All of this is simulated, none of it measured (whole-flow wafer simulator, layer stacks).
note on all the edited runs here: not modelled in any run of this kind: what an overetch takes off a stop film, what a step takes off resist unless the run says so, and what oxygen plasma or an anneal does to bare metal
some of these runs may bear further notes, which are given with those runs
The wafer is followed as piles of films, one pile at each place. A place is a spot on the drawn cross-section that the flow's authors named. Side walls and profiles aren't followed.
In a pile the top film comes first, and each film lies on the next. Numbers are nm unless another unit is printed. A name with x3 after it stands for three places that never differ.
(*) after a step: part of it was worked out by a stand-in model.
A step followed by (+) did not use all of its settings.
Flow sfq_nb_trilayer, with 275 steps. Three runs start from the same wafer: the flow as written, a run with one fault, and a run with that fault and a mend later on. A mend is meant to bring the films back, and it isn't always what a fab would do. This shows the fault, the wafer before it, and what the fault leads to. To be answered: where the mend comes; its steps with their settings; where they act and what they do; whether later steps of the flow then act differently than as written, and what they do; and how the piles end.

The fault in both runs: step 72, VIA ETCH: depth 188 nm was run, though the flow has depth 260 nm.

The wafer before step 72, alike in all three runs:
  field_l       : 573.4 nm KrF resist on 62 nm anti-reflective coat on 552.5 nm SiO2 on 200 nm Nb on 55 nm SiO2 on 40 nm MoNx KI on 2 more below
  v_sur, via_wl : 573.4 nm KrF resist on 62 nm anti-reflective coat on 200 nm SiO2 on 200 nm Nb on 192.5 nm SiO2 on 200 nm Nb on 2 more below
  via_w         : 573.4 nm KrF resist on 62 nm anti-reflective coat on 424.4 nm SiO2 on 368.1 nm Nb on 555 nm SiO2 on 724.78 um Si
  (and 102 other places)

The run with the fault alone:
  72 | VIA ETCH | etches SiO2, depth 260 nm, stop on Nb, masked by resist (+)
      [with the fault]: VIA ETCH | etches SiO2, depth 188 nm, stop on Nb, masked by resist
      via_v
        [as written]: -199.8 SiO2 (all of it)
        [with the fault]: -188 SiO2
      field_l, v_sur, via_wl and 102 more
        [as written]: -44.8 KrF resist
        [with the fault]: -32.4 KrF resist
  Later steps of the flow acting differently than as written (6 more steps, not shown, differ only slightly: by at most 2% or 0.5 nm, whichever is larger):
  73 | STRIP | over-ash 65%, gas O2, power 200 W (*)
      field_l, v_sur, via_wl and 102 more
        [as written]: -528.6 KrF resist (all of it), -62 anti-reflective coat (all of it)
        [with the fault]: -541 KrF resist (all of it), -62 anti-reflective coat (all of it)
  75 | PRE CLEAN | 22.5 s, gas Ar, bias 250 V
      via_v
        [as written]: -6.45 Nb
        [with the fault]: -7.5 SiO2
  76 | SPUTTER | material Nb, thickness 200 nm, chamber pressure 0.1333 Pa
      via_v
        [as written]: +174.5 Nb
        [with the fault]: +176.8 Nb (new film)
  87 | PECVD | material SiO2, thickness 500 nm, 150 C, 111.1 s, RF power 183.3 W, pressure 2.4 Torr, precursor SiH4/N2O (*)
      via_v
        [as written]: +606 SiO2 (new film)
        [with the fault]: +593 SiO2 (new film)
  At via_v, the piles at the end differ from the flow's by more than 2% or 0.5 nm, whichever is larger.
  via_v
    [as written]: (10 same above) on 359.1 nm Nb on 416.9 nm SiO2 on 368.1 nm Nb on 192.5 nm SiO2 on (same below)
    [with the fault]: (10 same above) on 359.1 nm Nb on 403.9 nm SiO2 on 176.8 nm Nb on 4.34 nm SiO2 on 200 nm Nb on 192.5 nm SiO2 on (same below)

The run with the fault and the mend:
  The mend follows step 73.
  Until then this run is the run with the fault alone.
  73a | COAT | anti-reflective coat, thickness 62 nm (*) (the flow's step 65, run once more)
      p4_fl x3, p4_w1 x9, p4_g1 x2 and 63 more
        +62 anti-reflective coat (new film)
      r_end, moat, field_r and 7 more
        +61.8 anti-reflective coat (new film)
      sp_r, be_r, r_sur, res
        +61.7 anti-reflective coat (new film)
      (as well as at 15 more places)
  73b | COAT | KrF resist, thickness 650 nm (*) (the flow's step 66, run once more)
      p4_fl x3, p4_w1 x9, p4_g1 x2 and 63 more
        +650 KrF resist (new film)
      lsp_l, ln_m5, lsp_m, ln_m6, lsp_r, l0_sur, l0v
        +649.6 KrF resist (new film)
      r_end, moat, field_r
        +649.5 KrF resist (new film)
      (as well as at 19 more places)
  73c | SOFTBAKE | KrF resist (the flow's step 67, run once more)
      leaves every film unchanged at each place that is followed
  73d | EXPOSE | photomask I1, dose 11.91 mJ/cm2, NA 0.6, wavelength 248 nm (*) (the flow's step 68, run once more)
      leaves every film unchanged at each place that is followed
  73e | PEB | KrF resist, 90 s (the flow's step 69, run once more)
      ce_r, sp_r, be_r and 89 more
        -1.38 KrF resist
      field_l, v_sur, via_wl and 8 more
        -1.37 KrF resist
      via_wr, be
        -1.36 KrF resist
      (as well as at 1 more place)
  73f | DEVELOP | KrF resist, thickness 650 nm, 60 s (the flow's step 70, run once more)
      field_l, v_sur, via_wl and 102 more
        -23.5 KrF resist
      via_v
        -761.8 KrF resist (all of it)
  73g | VIA ETCH | etches anti-reflective coat, depth 125 nm, masked by resist (+) (the flow's step 71, run once more)
      field_l, v_sur, via_wl and 102 more
        -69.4 KrF resist
      via_v
        -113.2 anti-reflective coat (all of it)
  73h | VIA ETCH | etches SiO2, depth 72 nm, stop on Nb, masked by resist (+) (the flow's step 72, run once more with other settings)
      field_l, v_sur, via_wl and 102 more
        -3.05 KrF resist
      via_v
        -11.8 SiO2 (all of it)
  73i | STRIP | over-ash 65%, gas O2, power 200 W (*) (the flow's step 73, run once more)
      p4_fl x3, p4_w1 x9, p4_g1 x2 and 63 more
        -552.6 KrF resist (all of it), -62 anti-reflective coat (all of it)
      field_r, lsp_l, ln_m5, lsp_m, ln_m6, lsp_r, l0_sur, l0v
        -552.2 KrF resist (all of it), -61.8 anti-reflective coat (all of it)
      r_sur, res
        -552 KrF resist (all of it), -61.7 anti-reflective coat (all of it)
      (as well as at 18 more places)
  Every later step of the flow that is run acts as written, at every place that is followed, to within 2% or 0.5 nm, whichever is larger.
  When the end is reached, the piles differ only a little from the flow's at the places that both follow, at most by 2% or 0.5 nm, whichever is larger.
